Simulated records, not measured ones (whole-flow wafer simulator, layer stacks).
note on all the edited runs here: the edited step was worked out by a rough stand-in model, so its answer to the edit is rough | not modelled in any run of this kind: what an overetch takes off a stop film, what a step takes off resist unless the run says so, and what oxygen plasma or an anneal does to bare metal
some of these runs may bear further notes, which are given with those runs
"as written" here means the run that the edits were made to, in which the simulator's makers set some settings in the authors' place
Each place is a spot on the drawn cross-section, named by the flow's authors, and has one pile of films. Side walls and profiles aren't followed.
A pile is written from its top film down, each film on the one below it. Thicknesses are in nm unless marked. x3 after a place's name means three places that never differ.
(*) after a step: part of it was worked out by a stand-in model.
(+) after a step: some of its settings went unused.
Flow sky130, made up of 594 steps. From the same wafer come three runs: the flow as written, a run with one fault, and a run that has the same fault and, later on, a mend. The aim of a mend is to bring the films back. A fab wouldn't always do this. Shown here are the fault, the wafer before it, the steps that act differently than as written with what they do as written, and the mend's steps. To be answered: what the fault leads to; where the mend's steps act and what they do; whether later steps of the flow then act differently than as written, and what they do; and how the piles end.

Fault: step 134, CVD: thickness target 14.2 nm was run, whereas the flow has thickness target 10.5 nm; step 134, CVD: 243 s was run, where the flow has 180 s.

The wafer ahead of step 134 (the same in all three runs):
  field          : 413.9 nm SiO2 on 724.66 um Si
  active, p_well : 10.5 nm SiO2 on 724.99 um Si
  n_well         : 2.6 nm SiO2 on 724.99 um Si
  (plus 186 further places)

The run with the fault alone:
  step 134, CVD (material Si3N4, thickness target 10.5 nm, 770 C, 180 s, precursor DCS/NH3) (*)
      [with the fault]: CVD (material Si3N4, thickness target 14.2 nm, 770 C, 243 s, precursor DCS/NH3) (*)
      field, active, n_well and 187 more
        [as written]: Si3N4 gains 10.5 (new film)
        [with the fault]: Si3N4 gains 14.2 (new film)
  Steps later in the flow that act otherwise than as written (63 more steps, not shown, differ only slightly: by at most 2% or 0.5 nm, whichever is larger):
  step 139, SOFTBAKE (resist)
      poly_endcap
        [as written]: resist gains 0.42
        [with the fault]: resist loses 0.85
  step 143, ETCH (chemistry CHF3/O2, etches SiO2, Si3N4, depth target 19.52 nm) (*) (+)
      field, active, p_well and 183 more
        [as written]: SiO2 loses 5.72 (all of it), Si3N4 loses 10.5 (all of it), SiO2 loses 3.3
        [with the fault]: SiO2 loses 5.72 (all of it), Si3N4 loses 13.8
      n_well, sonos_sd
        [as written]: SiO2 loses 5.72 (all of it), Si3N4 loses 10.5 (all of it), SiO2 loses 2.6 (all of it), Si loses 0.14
        [with the fault]: SiO2 loses 5.72 (all of it), Si3N4 loses 13.8
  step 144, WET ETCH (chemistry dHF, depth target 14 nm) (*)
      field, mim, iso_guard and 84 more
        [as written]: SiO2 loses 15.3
        [with the fault]: Si3N4 loses 0.4 (all of it), SiO2 loses 11.8
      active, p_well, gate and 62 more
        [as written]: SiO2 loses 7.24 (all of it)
        [with the fault]: Si3N4 loses 0.4 (all of it), SiO2 loses 10.5 (all of it)
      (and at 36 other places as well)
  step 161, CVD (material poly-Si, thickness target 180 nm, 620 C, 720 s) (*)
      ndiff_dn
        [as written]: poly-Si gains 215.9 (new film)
        [with the fault]: poly-Si gains 222.7 (new film)
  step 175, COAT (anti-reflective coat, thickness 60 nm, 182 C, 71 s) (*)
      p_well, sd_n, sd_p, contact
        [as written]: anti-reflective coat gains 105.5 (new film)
        [with the fault]: anti-reflective coat gains 111.9 (new film)
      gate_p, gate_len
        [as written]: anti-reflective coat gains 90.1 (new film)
        [with the fault]: anti-reflective coat gains 94.8 (new film)
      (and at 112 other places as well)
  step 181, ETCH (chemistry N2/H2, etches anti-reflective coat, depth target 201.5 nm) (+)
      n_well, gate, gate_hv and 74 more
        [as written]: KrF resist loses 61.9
        [with the fault]: KrF resist loses 65.5
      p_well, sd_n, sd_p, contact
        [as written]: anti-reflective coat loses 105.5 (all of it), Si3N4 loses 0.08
        [with the fault]: anti-reflective coat loses 111.9 (all of it), Si3N4 loses 0.08
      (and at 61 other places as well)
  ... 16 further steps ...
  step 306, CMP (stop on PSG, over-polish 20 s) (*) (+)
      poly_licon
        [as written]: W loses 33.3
        [with the fault]: W loses 40.1
  By the end, the piles at sonos_cell, drift_dnw_fp, wcut_fox_pw, wcut_fox_nw, drift_pwde_fp, de16_nw_fp, de16_pw_fp, sonos_cell_x depart from the flow's by more than 2% or 0.5 nm, whichever is larger.
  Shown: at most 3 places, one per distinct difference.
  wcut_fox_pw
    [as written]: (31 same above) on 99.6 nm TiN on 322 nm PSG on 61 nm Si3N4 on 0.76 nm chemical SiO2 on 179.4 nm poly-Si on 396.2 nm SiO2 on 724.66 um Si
    [with the fault]: (31 same above) on 99.6 nm TiN on 315.2 nm PSG on 61 nm Si3N4 on 0.76 nm chemical SiO2 on 179.4 nm poly-Si on 402.9 nm SiO2 on 724.66 um Si
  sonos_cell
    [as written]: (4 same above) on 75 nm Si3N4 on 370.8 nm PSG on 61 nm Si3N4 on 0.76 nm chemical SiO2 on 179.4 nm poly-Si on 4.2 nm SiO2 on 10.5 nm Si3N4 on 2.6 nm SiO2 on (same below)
    [with the fault]: (4 same above) on 75 nm Si3N4 on 367.1 nm PSG on 61 nm Si3N4 on 0.76 nm chemical SiO2 on 179.4 nm poly-Si on 4.2 nm SiO2 on 14.2 nm Si3N4 on 2.6 nm SiO2 on (same below)
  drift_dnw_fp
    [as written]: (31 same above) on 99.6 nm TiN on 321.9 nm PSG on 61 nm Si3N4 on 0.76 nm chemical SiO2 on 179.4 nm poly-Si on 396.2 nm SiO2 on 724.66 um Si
    [with the fault]: (31 same above) on 99.6 nm TiN on 315.2 nm PSG on 61 nm Si3N4 on 0.76 nm chemical SiO2 on 179.4 nm poly-Si on 402.9 nm SiO2 on 724.66 um Si

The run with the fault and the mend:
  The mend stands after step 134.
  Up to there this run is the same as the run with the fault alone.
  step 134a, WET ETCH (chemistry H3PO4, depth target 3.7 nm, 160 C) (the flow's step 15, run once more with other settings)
      field, active, n_well and 187 more
        Si3N4 loses 3.7
  Every later step of the flow that is run acts as written, at every place that is followed, to within 2% or 0.5 nm, whichever is larger.
  The piles end only slightly different from the flow's at the places that both follow, by no more than 2% or 0.5 nm, whichever is larger.
